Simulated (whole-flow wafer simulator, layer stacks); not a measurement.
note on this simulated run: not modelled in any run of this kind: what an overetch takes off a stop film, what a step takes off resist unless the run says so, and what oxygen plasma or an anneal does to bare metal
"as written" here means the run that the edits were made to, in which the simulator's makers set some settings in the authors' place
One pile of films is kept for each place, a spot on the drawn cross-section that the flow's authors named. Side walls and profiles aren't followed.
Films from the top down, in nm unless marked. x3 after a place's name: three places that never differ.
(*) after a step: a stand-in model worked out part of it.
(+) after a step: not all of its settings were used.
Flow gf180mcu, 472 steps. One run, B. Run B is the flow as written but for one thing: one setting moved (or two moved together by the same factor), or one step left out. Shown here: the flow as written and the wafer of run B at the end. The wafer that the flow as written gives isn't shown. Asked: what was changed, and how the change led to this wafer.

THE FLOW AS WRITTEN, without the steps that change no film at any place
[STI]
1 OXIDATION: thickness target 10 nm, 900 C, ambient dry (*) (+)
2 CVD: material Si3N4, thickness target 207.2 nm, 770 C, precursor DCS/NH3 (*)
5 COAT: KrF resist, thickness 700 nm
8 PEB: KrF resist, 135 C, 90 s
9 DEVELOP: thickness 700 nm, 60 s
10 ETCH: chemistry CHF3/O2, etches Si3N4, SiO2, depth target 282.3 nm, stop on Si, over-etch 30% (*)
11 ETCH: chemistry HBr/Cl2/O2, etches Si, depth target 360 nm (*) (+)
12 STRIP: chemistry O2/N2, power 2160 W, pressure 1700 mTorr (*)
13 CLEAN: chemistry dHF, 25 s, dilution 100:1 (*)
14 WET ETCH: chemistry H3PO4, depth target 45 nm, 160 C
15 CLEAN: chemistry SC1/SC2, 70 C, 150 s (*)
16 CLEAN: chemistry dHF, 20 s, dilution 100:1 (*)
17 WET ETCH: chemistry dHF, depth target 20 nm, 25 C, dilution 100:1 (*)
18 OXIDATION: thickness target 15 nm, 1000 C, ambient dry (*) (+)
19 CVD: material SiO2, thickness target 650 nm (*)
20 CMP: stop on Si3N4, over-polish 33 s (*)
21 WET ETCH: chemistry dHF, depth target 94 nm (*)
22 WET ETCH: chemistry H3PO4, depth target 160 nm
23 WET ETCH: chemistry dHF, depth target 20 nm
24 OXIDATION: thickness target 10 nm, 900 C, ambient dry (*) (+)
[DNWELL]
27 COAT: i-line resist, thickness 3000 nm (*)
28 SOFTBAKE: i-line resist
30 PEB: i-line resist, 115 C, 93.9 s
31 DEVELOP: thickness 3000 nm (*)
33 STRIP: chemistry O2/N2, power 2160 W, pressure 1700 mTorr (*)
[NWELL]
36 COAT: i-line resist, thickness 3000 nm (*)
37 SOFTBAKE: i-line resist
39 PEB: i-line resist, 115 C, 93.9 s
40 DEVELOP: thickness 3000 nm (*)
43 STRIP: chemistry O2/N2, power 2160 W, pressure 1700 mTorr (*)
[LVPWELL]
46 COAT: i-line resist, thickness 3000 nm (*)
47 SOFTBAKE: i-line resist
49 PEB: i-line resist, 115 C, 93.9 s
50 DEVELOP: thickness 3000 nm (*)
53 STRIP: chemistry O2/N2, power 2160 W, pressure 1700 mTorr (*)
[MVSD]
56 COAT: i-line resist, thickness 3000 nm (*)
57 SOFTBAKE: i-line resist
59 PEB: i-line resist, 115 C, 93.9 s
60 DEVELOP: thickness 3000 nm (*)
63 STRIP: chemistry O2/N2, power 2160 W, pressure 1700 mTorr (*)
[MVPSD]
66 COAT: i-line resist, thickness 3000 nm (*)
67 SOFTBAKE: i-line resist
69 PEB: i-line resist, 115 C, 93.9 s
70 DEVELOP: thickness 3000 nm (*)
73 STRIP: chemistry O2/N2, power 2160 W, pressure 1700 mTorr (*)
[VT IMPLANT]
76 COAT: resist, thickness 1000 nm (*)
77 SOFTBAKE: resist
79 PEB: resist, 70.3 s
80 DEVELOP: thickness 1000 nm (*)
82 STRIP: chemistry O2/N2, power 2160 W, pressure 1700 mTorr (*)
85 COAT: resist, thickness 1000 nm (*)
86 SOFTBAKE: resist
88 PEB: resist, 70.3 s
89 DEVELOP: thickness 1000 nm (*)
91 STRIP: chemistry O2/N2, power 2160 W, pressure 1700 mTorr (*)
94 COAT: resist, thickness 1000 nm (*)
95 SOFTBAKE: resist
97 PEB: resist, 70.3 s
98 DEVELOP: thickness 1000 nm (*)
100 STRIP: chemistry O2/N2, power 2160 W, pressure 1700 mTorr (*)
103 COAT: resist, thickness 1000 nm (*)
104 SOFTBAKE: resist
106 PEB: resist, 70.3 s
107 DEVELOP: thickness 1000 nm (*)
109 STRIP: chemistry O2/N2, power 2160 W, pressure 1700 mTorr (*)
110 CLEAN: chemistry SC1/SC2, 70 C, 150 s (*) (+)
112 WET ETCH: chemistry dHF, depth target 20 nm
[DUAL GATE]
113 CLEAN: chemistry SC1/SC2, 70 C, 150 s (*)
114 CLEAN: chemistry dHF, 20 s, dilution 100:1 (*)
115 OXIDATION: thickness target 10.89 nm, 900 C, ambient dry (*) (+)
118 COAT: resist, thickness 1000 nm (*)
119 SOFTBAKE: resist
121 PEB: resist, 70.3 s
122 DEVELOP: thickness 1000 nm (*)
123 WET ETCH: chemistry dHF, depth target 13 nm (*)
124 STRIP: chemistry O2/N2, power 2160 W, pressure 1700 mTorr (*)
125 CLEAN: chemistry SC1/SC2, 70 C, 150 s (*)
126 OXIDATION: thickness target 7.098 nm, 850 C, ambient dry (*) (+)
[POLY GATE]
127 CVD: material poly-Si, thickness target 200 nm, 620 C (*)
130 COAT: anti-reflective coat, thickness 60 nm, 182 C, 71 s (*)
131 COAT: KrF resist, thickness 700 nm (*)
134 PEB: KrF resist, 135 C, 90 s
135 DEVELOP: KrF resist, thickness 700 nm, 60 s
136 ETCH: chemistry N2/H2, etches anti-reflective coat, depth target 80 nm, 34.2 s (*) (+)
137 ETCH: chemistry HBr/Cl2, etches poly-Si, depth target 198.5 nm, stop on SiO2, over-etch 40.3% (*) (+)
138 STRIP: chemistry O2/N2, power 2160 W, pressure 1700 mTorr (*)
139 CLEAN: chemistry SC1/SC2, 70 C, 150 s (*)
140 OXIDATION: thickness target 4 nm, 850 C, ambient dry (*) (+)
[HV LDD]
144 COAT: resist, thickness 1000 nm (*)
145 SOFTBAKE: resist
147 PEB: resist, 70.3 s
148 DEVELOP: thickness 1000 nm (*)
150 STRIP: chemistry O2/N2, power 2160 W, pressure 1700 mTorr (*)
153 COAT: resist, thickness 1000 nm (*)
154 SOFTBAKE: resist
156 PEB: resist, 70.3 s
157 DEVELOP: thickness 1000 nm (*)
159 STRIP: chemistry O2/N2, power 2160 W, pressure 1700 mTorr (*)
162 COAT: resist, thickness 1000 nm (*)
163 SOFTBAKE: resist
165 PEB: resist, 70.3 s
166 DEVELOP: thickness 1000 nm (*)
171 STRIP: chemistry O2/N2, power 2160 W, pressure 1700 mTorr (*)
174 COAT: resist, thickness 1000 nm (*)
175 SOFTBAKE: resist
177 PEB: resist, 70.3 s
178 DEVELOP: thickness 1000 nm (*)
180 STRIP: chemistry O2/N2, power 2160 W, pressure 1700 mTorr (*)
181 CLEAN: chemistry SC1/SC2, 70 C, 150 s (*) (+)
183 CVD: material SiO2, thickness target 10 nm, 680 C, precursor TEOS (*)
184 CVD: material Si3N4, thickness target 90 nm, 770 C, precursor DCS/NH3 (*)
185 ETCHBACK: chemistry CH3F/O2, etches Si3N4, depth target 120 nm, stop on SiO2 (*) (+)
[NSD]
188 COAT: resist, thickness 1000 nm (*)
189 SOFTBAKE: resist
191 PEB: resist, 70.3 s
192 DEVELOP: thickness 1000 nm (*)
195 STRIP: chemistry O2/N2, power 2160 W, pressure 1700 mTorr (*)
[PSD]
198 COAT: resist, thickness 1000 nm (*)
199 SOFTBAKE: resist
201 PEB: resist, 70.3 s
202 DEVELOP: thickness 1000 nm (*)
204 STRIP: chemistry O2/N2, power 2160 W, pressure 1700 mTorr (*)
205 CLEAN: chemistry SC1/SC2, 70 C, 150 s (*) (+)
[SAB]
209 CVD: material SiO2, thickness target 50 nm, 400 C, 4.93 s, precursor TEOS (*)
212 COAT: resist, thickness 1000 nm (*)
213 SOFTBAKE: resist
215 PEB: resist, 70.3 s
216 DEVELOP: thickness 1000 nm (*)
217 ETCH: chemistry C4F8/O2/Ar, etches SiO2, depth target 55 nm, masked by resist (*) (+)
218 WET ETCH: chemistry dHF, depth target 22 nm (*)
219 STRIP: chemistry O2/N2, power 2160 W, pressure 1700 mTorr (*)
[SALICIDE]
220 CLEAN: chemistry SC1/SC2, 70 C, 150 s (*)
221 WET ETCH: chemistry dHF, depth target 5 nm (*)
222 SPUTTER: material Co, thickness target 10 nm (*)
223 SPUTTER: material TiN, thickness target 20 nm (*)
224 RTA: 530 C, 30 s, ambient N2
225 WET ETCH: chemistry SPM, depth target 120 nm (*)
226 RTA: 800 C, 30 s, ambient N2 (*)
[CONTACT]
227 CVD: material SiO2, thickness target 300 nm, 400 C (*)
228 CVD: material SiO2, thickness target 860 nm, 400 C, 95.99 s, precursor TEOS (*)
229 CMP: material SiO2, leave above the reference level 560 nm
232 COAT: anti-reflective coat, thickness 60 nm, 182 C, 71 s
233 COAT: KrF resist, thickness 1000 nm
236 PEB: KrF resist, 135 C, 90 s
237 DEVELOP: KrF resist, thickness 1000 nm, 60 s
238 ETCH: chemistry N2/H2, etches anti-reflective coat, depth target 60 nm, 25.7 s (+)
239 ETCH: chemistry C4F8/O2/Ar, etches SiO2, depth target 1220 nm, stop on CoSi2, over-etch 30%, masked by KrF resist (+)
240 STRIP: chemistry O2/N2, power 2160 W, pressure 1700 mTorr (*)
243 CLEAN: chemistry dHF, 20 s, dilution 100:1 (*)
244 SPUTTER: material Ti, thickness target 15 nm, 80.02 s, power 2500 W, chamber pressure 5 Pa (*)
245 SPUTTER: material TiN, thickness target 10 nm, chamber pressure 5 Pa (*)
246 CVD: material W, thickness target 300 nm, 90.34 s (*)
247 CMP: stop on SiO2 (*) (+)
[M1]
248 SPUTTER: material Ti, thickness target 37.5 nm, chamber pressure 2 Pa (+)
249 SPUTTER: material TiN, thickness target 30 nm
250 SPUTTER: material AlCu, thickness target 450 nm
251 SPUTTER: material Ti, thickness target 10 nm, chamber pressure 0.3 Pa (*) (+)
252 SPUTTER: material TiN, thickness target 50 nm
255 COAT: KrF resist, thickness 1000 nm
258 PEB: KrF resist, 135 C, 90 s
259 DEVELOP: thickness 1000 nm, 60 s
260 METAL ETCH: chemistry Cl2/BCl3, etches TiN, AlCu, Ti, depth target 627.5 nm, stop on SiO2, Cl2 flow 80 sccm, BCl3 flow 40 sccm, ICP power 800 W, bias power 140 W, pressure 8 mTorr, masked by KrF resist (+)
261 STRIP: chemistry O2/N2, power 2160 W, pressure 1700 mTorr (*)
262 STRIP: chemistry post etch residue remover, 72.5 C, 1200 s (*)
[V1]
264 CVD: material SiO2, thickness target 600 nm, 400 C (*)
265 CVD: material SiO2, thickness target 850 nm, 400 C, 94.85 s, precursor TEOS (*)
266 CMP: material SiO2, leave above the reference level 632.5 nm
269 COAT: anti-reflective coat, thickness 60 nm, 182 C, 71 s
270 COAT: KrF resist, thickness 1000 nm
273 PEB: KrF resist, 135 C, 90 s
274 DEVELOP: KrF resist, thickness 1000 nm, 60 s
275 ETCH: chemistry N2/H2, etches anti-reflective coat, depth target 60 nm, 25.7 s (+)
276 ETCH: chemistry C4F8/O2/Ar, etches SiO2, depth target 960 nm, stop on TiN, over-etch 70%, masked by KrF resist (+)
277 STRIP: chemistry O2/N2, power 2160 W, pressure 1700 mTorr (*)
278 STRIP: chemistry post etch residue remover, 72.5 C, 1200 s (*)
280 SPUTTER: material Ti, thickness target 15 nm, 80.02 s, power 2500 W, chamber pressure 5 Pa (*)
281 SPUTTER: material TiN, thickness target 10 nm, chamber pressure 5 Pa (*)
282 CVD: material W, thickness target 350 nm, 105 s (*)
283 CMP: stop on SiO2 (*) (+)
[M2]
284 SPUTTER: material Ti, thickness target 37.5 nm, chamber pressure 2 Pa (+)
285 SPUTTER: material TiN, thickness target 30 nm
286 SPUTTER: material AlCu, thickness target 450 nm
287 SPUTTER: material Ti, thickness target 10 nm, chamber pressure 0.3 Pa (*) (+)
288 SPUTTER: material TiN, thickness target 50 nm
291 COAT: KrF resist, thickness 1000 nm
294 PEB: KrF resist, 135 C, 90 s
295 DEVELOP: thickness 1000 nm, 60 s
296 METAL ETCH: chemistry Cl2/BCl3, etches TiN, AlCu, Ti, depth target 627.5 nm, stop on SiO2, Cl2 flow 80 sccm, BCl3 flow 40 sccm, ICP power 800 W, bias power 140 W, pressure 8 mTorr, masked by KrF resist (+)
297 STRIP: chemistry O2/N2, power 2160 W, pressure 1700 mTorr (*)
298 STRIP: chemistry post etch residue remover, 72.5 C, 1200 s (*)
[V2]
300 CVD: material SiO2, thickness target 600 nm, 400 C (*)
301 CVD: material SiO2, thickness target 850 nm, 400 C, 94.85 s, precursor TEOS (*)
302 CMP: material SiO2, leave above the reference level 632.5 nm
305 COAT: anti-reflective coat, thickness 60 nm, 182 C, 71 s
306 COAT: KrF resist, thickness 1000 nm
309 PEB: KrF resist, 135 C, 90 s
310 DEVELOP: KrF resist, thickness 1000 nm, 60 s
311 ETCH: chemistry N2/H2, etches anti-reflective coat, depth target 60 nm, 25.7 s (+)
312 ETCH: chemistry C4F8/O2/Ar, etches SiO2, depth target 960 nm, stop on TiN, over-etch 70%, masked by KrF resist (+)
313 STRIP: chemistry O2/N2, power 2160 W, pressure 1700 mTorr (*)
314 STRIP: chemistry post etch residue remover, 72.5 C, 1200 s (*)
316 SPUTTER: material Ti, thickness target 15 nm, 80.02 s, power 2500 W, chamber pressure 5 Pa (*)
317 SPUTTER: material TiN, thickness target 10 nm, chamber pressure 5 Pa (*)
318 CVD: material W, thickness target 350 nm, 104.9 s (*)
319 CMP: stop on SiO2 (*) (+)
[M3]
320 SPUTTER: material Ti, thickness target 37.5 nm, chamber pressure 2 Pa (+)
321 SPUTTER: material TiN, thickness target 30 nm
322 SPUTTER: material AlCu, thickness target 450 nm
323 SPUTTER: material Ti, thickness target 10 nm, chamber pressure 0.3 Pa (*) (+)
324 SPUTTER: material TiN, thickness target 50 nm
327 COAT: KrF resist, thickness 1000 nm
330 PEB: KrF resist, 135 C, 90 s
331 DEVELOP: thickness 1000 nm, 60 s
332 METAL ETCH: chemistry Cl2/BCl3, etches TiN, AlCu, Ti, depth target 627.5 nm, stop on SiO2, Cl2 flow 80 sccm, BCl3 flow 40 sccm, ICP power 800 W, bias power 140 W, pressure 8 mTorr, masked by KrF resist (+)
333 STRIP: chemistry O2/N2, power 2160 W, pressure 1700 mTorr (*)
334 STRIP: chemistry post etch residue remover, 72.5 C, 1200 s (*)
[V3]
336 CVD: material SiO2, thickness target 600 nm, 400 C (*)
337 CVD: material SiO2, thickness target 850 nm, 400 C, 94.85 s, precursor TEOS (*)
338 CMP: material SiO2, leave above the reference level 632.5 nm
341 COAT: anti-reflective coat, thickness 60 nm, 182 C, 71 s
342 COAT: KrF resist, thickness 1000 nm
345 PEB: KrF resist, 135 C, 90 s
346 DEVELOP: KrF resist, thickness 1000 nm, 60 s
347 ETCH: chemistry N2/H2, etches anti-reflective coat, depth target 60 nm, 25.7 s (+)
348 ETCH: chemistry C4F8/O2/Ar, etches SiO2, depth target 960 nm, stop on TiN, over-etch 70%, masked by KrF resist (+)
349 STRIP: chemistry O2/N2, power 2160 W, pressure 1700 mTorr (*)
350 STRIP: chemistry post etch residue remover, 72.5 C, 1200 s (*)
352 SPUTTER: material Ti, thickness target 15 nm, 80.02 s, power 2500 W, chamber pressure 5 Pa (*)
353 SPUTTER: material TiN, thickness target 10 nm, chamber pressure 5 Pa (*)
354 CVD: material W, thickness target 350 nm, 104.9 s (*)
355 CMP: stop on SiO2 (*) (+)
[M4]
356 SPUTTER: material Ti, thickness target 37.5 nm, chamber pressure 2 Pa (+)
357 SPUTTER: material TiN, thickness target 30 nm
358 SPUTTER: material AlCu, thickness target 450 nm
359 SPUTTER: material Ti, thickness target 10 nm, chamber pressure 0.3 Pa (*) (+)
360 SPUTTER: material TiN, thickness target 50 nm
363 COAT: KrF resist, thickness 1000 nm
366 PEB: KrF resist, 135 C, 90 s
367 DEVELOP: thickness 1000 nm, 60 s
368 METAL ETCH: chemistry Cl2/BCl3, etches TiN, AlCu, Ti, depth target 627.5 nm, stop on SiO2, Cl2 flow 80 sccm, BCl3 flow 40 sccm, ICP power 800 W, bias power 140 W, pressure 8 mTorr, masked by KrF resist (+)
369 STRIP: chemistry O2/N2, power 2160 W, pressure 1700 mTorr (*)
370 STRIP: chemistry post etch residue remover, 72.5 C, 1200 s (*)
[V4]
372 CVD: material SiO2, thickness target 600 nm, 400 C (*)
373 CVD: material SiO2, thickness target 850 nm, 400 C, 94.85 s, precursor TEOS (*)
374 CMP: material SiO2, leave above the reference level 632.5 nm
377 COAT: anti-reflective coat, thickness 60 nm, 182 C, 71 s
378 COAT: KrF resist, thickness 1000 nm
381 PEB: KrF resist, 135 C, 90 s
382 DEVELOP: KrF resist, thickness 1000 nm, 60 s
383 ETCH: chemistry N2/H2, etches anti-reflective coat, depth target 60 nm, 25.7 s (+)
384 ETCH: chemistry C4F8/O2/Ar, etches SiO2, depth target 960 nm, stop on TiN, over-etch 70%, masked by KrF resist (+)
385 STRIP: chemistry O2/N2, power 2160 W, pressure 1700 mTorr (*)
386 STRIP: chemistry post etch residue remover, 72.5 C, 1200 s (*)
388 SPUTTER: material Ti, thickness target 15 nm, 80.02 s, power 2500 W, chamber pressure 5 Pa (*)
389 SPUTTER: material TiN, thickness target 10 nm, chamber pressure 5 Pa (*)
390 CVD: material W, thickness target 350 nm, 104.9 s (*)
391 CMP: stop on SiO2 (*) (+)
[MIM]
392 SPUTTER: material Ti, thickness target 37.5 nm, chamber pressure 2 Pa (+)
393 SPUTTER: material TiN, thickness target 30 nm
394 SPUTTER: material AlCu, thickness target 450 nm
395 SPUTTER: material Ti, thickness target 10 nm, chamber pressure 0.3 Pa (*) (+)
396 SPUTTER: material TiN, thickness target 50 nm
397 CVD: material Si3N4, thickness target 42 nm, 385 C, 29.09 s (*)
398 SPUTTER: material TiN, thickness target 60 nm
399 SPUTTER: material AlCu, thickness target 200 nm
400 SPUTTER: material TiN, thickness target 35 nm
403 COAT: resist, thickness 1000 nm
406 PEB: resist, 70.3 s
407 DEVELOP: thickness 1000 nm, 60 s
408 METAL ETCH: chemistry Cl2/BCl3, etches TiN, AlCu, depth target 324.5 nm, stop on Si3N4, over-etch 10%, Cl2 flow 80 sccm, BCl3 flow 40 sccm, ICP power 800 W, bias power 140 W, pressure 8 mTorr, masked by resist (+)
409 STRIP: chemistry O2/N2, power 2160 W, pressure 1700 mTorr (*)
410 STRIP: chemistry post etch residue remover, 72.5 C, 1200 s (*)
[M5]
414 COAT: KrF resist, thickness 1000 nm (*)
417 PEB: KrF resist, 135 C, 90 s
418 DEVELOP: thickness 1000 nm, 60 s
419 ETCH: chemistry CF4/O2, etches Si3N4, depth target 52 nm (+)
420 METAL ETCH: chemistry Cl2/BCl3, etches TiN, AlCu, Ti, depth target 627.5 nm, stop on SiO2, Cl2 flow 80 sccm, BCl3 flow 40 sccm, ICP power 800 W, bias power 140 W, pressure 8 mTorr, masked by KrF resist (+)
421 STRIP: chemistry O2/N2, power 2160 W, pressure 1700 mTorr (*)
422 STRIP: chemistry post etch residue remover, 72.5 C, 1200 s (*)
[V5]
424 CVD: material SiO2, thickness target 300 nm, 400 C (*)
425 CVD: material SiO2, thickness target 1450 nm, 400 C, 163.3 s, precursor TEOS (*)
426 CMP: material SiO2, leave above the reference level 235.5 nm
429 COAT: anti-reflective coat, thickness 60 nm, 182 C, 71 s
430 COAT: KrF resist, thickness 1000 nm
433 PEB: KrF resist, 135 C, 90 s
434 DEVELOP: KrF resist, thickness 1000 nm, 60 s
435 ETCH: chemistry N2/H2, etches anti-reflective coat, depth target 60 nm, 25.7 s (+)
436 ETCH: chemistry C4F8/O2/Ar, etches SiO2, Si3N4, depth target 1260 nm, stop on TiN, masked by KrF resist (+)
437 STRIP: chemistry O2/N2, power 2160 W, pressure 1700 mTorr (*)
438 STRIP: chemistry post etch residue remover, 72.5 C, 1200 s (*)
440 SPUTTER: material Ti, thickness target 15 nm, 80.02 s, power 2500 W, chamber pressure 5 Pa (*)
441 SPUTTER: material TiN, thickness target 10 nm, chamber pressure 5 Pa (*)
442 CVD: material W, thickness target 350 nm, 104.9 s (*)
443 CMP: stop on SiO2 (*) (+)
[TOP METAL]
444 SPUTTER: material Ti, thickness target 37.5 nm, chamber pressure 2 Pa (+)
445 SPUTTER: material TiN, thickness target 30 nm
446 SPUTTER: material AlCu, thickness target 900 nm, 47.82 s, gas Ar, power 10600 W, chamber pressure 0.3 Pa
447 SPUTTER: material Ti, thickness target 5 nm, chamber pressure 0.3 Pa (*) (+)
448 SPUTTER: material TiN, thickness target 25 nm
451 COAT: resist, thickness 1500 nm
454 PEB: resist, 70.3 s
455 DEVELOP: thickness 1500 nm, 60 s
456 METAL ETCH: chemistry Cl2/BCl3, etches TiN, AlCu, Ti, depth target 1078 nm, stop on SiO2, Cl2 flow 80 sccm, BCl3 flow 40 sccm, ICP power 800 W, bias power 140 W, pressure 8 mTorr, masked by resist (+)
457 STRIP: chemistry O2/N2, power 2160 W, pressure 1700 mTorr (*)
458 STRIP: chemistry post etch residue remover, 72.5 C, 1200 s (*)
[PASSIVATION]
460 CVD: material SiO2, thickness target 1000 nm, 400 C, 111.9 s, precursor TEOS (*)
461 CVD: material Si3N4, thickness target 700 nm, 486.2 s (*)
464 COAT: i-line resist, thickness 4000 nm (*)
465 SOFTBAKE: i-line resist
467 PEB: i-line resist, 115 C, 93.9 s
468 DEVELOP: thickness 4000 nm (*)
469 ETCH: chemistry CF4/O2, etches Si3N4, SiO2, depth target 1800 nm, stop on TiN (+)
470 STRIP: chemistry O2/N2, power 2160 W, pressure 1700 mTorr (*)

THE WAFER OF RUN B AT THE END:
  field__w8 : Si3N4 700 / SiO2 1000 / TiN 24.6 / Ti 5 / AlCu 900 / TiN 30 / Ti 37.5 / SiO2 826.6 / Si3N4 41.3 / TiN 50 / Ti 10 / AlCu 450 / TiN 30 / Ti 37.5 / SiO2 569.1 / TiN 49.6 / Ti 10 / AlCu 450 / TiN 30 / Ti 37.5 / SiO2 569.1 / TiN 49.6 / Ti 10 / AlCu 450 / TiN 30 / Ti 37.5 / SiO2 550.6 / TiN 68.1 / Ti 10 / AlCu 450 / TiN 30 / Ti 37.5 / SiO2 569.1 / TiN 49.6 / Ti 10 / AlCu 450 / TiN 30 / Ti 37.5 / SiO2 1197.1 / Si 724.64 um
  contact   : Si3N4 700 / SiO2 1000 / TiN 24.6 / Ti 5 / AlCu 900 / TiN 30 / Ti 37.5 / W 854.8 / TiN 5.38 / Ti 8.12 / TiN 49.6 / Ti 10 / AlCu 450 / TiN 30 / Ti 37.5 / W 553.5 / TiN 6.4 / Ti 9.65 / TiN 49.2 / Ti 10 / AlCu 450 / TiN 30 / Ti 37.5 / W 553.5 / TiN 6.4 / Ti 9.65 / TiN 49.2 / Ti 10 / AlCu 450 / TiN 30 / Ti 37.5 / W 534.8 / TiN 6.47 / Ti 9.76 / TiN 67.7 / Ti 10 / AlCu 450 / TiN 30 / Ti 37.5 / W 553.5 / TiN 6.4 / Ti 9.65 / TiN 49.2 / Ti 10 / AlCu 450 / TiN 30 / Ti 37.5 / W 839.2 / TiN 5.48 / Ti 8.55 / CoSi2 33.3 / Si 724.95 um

The cause: step 288, SPUTTER: thickness target 68.5 nm was run, where the flow has thickness target 50 nm.

How the change led to this, step by step:
  288 SPUTTER: material TiN, thickness target 50 nm
      field, field__w1, field__w2 and 108 more: TiN +68.5 (new film) (as written it would be: TiN +50 (new film))
  296 METAL ETCH: chemistry Cl2/BCl3, etches TiN, AlCu, Ti, depth target 627.5 nm, stop on SiO2, Cl2 flow 80 sccm, BCl3 flow 40 sccm, ICP power 800 W, bias power 140 W, pressure 8 mTorr, masked by KrF resist (+)
      field, field__w1, field__w2 and 103 more: TiN -68.5 (all of it), Ti -10 (all of it), AlCu -450 (all of it), TiN -30 (all of it), Ti -37.5 (all of it) (as written it would be: TiN -50 (all of it), Ti -10 (all of it), AlCu -450 (all of it), TiN -30 (all of it), Ti -37.5 (all of it))
  302 CMP: material SiO2, leave above the reference level 632.5 nm
      field__w8, contact, m1, m1__w1, m1_nw: SiO2 -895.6 (as written it would be: SiO2 -877.1)
  312 ETCH: chemistry C4F8/O2/Ar, etches SiO2, depth target 960 nm, stop on TiN, over-etch 70%, masked by KrF resist (+)
      contact: SiO2 -554 (all of it) (as written it would be: SiO2 -572.5 (all of it))
  318 CVD: material W, thickness target 350 nm, 104.9 s (*)
      contact: W +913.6 (new film) (as written it would be: W +932.3 (new film))
